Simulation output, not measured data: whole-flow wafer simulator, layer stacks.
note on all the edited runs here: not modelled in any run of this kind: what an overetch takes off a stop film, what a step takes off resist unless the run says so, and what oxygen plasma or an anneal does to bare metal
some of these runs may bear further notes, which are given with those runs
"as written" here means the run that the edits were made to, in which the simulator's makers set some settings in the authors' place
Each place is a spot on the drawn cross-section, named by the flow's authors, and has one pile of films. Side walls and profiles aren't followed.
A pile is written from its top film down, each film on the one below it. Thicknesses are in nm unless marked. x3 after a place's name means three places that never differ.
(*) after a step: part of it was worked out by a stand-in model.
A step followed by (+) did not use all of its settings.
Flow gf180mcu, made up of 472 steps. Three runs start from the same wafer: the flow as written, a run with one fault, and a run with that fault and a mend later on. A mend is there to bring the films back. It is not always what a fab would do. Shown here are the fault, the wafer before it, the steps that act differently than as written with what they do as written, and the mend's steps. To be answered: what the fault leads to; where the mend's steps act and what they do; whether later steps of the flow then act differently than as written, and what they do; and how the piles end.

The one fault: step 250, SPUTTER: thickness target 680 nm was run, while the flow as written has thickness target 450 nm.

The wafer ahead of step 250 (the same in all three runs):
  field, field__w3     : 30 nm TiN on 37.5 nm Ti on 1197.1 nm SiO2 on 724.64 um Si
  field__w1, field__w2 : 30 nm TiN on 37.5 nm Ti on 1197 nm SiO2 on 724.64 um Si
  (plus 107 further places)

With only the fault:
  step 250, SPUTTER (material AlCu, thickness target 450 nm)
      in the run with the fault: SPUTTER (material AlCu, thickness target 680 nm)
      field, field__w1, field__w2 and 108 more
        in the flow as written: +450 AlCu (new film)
        in the run with the fault: +680 AlCu (new film)
  Steps further on in the flow that do not act as written:
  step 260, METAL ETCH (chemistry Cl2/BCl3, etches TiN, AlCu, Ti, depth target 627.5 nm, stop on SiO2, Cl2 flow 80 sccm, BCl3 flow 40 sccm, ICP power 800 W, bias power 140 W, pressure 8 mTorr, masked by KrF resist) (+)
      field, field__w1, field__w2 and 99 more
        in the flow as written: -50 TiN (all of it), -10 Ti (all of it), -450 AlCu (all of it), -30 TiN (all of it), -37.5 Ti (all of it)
        in the run with the fault: -50 TiN (all of it), -10 Ti (all of it), -567.5 AlCu
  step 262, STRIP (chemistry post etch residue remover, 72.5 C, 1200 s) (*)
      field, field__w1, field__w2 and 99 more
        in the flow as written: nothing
        in the run with the fault: -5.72 AlCu
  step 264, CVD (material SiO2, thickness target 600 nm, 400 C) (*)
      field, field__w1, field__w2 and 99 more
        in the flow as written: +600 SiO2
        in the run with the fault: +600 SiO2 (new film)
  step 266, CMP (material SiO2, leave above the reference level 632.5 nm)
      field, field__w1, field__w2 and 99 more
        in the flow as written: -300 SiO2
        in the run with the fault: -244.3 SiO2
  At field, field__w1, field__w2 and 109 more, the piles at the end differ from the flow's by more than 2% or 0.5 nm, whichever is larger.
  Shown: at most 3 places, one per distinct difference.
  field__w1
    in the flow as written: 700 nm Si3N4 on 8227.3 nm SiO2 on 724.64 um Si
    in the run with the fault: 700 nm Si3N4 on 7086 nm SiO2 on 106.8 nm AlCu on 30 nm TiN on 37.5 nm Ti on 1197 nm SiO2 on 724.64 um Si
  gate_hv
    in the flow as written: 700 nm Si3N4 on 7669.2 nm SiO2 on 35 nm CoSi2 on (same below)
    in the run with the fault: 700 nm Si3N4 on 7086 nm SiO2 on 106.8 nm AlCu on 30 nm TiN on 37.5 nm Ti on 638.9 nm SiO2 on 35 nm CoSi2 on (same below)
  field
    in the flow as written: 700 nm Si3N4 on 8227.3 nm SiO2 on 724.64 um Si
    in the run with the fault: 700 nm Si3N4 on 7086 nm SiO2 on 106.8 nm AlCu on 30 nm TiN on 37.5 nm Ti on 1197.1 nm SiO2 on 724.64 um Si

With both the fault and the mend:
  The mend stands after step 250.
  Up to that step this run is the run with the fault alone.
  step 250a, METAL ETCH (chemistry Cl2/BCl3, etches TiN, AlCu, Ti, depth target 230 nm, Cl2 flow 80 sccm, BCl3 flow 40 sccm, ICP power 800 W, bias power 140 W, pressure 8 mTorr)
      field, field__w1, field__w2 and 108 more
        -230 AlCu
  None of the later steps of the flow acts differently than as written at any place that is followed.
  At every place that both follow, the piles at the end match the flow's.
